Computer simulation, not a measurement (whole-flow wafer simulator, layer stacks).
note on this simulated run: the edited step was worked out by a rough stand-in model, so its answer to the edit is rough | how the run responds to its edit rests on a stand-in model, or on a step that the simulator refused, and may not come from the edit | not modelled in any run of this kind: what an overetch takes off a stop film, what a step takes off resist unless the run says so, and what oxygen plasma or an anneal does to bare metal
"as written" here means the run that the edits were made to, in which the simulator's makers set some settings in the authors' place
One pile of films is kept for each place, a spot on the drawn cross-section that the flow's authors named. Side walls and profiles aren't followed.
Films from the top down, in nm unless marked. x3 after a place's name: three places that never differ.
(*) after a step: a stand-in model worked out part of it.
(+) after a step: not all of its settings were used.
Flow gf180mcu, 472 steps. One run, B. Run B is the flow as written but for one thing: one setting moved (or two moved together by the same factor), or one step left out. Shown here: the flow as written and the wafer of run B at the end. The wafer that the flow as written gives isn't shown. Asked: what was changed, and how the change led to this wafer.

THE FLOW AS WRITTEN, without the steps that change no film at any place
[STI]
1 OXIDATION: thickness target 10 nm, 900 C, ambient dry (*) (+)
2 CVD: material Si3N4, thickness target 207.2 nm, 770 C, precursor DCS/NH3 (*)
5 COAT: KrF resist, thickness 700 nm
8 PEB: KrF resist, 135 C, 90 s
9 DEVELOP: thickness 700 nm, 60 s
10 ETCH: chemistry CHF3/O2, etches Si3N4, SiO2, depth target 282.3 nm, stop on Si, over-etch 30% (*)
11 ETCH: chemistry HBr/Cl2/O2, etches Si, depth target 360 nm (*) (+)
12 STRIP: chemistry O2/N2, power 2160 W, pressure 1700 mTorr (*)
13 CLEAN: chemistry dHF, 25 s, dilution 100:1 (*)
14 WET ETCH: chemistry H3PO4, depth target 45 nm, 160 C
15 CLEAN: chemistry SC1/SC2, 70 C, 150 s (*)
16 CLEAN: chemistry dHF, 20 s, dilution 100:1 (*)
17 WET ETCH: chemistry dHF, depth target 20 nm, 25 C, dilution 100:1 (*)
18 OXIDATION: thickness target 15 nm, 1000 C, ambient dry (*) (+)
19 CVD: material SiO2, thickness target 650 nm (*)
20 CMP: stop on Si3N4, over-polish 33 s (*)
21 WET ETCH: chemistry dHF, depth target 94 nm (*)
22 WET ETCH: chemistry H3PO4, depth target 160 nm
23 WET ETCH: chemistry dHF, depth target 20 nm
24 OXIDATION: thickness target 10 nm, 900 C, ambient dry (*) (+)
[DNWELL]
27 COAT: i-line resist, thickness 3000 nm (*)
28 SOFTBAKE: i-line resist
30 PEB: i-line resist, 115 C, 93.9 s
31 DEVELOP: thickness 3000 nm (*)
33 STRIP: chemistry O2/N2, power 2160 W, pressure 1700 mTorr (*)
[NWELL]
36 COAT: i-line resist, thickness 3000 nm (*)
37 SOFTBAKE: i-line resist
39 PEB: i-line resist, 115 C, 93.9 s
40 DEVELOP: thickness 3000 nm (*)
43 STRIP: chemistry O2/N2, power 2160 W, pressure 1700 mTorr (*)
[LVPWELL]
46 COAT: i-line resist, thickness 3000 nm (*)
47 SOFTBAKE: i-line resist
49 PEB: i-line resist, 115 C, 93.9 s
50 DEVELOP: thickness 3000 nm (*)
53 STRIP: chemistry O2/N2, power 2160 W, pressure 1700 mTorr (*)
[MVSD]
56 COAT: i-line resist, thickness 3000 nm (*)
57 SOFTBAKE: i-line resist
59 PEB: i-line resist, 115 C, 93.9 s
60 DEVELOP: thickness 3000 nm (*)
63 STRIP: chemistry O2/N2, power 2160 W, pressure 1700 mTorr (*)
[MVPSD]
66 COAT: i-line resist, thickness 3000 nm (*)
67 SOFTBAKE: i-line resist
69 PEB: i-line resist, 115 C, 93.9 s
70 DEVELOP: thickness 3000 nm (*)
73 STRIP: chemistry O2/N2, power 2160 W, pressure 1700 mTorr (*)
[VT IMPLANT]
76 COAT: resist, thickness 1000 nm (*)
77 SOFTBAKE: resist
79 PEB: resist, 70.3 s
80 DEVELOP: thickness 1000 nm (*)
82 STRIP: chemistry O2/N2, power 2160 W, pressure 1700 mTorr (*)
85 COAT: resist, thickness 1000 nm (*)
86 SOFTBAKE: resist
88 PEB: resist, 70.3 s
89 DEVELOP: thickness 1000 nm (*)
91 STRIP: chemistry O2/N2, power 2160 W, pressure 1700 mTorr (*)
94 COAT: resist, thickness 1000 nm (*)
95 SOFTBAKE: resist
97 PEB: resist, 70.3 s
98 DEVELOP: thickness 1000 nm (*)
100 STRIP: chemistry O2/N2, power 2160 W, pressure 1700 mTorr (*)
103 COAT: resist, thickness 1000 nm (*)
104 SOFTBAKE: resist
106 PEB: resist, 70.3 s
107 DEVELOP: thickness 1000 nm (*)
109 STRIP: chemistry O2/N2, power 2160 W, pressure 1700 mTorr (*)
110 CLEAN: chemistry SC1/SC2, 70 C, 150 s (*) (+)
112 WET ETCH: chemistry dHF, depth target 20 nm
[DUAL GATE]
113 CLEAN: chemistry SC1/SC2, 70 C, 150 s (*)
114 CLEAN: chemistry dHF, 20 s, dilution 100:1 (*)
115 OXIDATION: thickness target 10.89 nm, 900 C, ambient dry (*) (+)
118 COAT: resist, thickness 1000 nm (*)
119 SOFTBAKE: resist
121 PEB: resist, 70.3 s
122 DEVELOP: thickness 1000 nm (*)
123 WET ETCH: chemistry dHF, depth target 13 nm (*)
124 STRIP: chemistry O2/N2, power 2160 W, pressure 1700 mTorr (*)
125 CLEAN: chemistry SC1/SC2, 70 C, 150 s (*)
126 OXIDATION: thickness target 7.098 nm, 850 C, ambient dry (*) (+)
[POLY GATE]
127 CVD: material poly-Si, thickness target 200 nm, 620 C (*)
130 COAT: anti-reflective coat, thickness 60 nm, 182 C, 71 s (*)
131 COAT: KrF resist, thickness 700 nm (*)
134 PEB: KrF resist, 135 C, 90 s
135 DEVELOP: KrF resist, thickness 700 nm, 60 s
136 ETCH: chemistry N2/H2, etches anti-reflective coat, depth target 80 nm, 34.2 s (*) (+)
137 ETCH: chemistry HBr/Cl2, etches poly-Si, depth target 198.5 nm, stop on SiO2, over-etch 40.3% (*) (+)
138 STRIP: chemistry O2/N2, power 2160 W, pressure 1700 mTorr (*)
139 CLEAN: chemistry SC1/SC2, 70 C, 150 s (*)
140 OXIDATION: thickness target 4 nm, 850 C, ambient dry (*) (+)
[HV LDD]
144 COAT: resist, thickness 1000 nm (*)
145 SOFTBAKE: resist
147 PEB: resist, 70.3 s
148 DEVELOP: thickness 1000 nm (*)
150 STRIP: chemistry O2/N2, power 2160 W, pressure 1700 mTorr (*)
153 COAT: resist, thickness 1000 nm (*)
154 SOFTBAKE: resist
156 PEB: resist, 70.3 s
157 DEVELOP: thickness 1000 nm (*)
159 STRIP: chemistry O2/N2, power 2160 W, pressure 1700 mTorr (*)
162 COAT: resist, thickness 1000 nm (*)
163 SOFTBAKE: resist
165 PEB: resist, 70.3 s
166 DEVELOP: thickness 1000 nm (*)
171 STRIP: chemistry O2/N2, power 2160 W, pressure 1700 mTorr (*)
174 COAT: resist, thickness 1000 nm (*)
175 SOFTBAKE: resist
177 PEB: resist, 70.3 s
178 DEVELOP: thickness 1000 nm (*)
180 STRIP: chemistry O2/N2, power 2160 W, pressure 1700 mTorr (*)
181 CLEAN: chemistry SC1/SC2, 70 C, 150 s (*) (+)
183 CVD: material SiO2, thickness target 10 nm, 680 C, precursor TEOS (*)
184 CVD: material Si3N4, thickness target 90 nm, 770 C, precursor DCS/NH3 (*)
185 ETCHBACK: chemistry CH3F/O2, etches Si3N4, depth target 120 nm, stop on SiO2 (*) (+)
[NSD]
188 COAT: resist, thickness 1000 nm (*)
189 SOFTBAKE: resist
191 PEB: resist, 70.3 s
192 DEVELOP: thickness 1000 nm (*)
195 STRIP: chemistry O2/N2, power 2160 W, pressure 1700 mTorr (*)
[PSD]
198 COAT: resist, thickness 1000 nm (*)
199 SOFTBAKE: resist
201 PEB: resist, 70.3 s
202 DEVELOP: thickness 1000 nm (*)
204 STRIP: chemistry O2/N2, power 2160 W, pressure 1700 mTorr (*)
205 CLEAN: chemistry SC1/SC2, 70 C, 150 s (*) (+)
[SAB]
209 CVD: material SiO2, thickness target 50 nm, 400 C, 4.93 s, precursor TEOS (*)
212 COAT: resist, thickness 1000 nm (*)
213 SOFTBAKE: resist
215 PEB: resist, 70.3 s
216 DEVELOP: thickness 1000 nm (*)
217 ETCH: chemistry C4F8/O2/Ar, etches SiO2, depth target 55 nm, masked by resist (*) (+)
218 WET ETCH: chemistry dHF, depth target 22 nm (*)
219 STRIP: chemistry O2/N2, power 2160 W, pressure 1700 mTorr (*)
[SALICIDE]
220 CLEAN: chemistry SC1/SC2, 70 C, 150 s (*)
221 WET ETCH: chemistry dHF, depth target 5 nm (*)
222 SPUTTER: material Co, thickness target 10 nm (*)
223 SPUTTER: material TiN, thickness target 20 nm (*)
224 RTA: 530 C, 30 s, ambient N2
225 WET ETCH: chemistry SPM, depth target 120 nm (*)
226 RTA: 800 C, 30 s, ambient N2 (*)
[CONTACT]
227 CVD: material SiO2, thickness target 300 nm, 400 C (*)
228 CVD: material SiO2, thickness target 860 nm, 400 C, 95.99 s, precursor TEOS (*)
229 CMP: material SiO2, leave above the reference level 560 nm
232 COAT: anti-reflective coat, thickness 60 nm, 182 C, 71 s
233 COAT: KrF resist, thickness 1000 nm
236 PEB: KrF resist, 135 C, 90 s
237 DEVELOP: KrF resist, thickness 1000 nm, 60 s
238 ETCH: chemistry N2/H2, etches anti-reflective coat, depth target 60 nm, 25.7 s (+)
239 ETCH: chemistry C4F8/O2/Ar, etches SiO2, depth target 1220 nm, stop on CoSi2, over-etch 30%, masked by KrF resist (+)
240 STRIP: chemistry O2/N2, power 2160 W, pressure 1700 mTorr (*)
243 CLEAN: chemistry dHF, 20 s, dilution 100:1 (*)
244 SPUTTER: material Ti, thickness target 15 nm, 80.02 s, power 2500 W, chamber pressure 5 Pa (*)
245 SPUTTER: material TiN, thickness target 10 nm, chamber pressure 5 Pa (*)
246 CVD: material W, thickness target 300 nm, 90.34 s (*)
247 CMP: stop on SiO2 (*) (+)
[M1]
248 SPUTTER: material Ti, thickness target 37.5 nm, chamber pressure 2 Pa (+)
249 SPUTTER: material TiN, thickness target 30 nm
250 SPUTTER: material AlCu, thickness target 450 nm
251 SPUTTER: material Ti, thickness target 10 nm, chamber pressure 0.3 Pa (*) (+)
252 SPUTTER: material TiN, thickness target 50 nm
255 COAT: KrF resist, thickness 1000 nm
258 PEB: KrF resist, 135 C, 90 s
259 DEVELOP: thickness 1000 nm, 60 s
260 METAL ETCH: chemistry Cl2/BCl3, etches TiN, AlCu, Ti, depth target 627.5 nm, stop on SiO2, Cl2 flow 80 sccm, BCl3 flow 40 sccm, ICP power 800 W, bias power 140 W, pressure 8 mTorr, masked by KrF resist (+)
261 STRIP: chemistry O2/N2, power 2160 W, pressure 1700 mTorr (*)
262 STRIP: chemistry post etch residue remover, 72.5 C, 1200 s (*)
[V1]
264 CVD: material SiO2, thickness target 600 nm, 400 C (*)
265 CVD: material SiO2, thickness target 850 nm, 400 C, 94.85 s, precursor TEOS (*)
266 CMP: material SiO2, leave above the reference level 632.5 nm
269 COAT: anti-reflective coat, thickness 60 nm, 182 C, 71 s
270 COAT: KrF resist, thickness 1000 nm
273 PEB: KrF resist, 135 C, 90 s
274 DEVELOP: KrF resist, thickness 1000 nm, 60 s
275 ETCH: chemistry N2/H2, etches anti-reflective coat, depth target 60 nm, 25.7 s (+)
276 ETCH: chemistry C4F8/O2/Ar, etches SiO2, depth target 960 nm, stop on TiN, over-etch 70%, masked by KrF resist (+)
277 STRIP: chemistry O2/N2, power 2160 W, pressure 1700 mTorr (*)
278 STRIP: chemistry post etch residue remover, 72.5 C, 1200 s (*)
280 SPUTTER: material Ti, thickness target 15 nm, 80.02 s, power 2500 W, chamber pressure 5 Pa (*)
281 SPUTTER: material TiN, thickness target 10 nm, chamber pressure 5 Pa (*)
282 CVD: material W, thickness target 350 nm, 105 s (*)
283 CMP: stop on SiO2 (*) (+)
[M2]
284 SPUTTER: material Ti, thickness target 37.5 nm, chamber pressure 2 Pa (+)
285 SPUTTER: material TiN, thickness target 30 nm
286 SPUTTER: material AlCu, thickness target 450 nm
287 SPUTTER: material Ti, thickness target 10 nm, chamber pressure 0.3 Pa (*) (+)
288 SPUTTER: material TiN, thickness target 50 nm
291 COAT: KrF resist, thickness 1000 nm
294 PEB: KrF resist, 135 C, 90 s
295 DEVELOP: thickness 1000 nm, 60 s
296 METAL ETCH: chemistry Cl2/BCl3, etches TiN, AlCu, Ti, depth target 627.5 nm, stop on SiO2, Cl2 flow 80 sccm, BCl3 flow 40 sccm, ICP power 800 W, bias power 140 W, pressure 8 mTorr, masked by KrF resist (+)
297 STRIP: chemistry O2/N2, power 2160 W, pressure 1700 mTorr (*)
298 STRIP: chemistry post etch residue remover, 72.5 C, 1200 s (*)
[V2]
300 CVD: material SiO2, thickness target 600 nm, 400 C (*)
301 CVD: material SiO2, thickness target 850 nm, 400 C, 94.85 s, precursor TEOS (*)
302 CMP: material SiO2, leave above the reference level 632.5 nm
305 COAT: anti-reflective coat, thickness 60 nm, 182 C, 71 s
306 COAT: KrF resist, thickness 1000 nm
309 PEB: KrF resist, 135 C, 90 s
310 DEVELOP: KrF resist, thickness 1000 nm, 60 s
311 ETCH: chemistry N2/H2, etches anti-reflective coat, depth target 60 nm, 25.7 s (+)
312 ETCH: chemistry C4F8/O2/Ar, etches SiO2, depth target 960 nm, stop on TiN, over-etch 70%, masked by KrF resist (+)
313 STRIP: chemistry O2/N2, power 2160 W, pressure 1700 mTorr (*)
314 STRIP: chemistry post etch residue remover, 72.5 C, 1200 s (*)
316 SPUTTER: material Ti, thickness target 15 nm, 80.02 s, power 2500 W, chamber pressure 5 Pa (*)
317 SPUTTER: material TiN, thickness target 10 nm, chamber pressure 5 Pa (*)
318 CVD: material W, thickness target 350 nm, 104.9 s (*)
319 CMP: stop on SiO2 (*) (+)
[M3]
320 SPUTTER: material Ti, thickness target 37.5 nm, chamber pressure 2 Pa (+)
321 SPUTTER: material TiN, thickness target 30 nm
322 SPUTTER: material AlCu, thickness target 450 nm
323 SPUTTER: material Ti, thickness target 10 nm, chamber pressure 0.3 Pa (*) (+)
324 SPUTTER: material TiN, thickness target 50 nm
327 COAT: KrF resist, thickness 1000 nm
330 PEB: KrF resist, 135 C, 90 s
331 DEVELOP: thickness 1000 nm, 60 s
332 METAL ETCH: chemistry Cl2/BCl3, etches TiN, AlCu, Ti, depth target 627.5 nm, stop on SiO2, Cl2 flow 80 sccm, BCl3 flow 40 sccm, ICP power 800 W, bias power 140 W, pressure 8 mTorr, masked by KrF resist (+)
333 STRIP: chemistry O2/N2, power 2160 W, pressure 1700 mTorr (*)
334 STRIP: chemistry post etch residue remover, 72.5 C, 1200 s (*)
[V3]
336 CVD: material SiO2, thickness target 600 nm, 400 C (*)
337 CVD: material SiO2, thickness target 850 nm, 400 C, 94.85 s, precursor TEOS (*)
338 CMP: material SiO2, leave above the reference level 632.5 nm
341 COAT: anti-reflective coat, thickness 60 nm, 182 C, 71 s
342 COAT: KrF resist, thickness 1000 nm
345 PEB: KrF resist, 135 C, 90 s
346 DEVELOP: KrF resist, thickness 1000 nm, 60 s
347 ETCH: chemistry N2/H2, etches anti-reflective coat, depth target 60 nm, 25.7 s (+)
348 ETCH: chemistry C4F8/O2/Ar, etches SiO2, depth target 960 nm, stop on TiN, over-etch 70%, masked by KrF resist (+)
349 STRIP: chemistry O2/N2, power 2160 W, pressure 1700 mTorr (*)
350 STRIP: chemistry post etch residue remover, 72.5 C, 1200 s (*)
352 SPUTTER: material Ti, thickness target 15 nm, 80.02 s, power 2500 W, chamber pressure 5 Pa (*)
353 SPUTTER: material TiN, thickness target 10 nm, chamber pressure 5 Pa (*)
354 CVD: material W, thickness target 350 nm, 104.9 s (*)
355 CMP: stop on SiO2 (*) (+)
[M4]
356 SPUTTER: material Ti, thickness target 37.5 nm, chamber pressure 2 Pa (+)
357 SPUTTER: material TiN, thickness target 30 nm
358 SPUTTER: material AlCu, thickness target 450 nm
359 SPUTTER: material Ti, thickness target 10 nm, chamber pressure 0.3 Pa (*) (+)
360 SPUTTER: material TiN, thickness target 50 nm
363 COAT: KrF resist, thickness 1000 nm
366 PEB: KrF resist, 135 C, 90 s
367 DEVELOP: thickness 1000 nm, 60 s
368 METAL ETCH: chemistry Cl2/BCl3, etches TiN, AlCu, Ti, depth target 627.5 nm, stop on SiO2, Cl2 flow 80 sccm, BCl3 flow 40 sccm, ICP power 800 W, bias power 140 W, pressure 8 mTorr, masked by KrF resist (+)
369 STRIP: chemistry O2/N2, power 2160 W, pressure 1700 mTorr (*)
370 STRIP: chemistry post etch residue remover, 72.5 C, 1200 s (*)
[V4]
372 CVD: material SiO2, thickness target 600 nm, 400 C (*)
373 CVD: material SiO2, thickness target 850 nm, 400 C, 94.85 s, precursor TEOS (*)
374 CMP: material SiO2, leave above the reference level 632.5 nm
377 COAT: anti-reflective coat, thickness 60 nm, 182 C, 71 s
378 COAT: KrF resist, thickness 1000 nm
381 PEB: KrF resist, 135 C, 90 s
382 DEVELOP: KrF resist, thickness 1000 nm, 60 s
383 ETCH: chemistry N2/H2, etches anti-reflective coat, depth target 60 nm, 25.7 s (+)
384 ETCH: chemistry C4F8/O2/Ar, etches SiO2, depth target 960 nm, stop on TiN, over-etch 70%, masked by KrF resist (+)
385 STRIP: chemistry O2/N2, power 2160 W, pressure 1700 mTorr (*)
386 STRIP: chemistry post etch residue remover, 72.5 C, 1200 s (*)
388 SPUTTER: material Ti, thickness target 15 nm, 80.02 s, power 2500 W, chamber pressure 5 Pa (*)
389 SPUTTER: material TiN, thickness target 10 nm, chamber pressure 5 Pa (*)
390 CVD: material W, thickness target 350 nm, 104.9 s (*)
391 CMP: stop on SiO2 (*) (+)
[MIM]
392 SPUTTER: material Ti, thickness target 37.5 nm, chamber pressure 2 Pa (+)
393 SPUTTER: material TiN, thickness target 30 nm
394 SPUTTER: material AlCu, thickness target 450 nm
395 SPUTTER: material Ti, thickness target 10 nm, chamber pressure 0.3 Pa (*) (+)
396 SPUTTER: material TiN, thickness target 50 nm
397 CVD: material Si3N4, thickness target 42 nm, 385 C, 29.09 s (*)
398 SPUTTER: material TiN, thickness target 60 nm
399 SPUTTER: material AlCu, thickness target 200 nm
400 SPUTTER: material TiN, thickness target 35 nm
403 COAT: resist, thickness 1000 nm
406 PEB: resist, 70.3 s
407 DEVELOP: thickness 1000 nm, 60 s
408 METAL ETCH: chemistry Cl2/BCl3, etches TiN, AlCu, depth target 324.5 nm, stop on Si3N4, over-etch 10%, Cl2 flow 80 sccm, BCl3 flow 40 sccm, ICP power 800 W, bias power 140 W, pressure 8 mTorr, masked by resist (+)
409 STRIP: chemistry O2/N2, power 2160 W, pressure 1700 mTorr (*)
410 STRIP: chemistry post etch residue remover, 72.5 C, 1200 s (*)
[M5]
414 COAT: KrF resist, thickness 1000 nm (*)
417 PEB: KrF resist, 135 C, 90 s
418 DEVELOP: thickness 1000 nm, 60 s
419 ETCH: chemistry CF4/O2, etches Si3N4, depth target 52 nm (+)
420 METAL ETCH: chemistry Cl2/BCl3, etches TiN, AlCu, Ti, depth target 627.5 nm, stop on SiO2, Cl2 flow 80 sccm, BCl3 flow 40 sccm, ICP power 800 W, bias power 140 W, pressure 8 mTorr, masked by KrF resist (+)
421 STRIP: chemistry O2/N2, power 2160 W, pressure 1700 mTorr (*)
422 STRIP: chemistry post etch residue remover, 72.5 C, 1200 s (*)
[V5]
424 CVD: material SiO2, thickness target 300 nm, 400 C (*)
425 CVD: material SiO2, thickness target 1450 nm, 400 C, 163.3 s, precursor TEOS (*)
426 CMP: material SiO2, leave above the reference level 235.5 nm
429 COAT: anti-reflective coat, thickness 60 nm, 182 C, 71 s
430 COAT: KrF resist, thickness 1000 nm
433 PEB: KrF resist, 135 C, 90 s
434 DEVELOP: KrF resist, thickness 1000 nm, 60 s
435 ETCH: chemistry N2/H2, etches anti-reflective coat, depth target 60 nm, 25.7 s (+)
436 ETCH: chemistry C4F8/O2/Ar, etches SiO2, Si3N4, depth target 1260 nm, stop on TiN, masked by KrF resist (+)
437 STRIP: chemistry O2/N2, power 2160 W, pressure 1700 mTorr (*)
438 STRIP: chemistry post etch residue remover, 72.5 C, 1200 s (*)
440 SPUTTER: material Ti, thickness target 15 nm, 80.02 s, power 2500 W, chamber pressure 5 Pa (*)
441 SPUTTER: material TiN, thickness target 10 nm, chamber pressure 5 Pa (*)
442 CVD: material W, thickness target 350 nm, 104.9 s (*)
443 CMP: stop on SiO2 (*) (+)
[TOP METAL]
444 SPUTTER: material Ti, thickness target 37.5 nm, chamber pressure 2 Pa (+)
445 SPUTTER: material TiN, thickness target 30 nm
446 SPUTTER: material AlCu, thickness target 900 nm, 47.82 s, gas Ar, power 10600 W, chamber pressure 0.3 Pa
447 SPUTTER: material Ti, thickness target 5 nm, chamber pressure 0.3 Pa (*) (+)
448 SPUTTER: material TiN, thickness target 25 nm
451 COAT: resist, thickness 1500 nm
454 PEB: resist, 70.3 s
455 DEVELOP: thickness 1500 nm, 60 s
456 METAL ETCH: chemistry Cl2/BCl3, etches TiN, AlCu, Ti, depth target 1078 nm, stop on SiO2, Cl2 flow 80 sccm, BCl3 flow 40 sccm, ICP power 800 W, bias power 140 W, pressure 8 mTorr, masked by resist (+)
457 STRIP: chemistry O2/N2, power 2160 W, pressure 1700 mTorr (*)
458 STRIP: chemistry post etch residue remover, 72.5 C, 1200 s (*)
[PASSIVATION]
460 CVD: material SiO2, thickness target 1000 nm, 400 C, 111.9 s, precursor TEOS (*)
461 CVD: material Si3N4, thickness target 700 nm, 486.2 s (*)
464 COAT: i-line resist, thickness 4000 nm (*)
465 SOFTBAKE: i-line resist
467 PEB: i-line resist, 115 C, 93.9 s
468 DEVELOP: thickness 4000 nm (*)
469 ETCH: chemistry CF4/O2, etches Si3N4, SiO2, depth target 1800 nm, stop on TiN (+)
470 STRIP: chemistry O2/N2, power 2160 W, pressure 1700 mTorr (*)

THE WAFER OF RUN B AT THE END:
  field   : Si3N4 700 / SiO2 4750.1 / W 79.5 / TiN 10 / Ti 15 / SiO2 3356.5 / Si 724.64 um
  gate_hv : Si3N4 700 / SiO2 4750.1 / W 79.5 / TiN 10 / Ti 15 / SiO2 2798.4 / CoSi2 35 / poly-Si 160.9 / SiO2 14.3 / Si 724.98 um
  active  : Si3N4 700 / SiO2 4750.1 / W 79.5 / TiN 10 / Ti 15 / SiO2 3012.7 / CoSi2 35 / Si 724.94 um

The cause: step 301, CVD: thickness target 404 nm was run, where the flow has thickness target 850 nm; step 301, CVD: 45.05 s was run, where the flow has 94.85 s.

How the change led to this, step by step:
  301 CVD: material SiO2, thickness target 850 nm, 400 C, 94.85 s, precursor TEOS (*)
      field, field__w1, field__w2 and 108 more: SiO2 +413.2 (as written it would be: SiO2 +850)
  302 CMP: material SiO2, leave above the reference level 632.5 nm
      field, field__w1, field__w2 and 103 more: nothing (as written it would be: SiO2 -300)
      field__w8, contact, m1, m1__w1, m1_nw: SiO2 -440.3 (as written it would be: SiO2 -877.1)
  305 COAT: anti-reflective coat, thickness 60 nm, 182 C, 71 s
      gate, gate_nat: anti-reflective coat +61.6 (new film) (as written it would be: anti-reflective coat +60 (new film))
      field: anti-reflective coat +115 (new film) (as written it would be: anti-reflective coat +60 (new film))
      (and at 19 more places)
  306 COAT: KrF resist, thickness 1000 nm
      field: KrF resist +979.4 (new film) (as written it would be: KrF resist +1000 (new film))
      field__w1: KrF resist +976.3 (new film) (as written it would be: KrF resist +1000 (new film))
      (and at 12 more places)
  309 PEB: KrF resist, 135 C, 90 s
      m1__w1, nw_sep_fld: KrF resist -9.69 (as written it would be: KrF resist -10.5)
      contact: KrF resist -9.44 (as written it would be: KrF resist -10.5)
      (and at 5 more places)
  310 DEVELOP: KrF resist, thickness 1000 nm, 60 s
      contact: KrF resist -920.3 (all of it) (as written it would be: KrF resist -989.5 (all of it))
  311 ETCH: chemistry N2/H2, etches anti-reflective coat, depth target 60 nm, 25.7 s (+)
      contact: anti-reflective coat -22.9 (all of it), SiO2 -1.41 (as written it would be: anti-reflective coat -60 (all of it), SiO2 -0.46)
  313 STRIP: chemistry O2/N2, power 2160 W, pressure 1700 mTorr (*)
      field: KrF resist -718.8 (all of it), anti-reflective coat -115 (all of it) (as written it would be: KrF resist -739.2 (all of it), anti-reflective coat -60 (all of it))
      field__w1: KrF resist -715.7 (all of it), anti-reflective coat -87.1 (all of it) (as written it would be: KrF resist -739.2 (all of it), anti-reflective coat -60 (all of it))
      (and at 19 more places)
  316 SPUTTER: material Ti, thickness target 15 nm, 80.02 s, power 2500 W, chamber pressure 5 Pa (*)
      contact: Ti +10.5 (new film) (as written it would be: Ti +9.65 (new film))
  317 SPUTTER: material TiN, thickness target 10 nm, chamber pressure 5 Pa (*)
      contact: TiN +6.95 (new film) (as written it would be: TiN +6.4 (new film))
  318 CVD: material W, thickness target 350 nm, 104.9 s (*)
      contact: W +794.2 (new film) (as written it would be: W +932.3 (new film))
  319 CMP: stop on SiO2 (*) (+)
      field, field__w1, field__w2 and 103 more: W -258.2 (as written it would be: W -350 (all of it), TiN -10 (all of it), Ti -15 (all of it), SiO2 -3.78)
      field__w8, m1, m1__w1, m1_nw: W -350 (all of it), TiN -10 (all of it), Ti -15 (all of it), SiO2 -20 (as written it would be: W -350 (all of it), TiN -10 (all of it), Ti -15 (all of it), SiO2 -3.78)
      (and at 1 more place)
  332 METAL ETCH: chemistry Cl2/BCl3, etches TiN, AlCu, Ti, depth target 627.5 nm, stop on SiO2, Cl2 flow 80 sccm, BCl3 flow 40 sccm, ICP power 800 W, bias power 140 W, pressure 8 mTorr, masked by KrF resist (+)
      field, field__w1, field__w2 and 103 more: TiN -50 (all of it), Ti -10 (all of it), AlCu -450 (all of it), TiN -30 (all of it), Ti -37.5 (all of it), W -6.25 (as written it would be: TiN -50 (all of it), Ti -10 (all of it), AlCu -450 (all of it), TiN -30 (all of it), Ti -37.5 (all of it))
  334 STRIP: chemistry post etch residue remover, 72.5 C, 1200 s (*)
      field, field__w1, field__w2 and 103 more: W -6.01 (as written it would be: nothing)
  336 CVD: material SiO2, thickness target 600 nm, 400 C (*)
      field, field__w1, field__w2 and 103 more: SiO2 +600 (new film) (as written it would be: SiO2 +600)
  338 CMP: material SiO2, leave above the reference level 632.5 nm
      field, field__w1, field__w2 and 103 more: SiO2 -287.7 (as written it would be: SiO2 -300)
Counting metal films that touch as one body, field has 1 body; the flow as written gives 0 bodies.
Counting metal films that touch as one body, gate_hv has 2 bodies (between them, from the top down: SiO2 2798.4); the flow as written gives 1 body.
Counting metal films that touch as one body, active has 2 bodies (between them, from the top down: SiO2 3012.7); the flow as written gives 1 body.
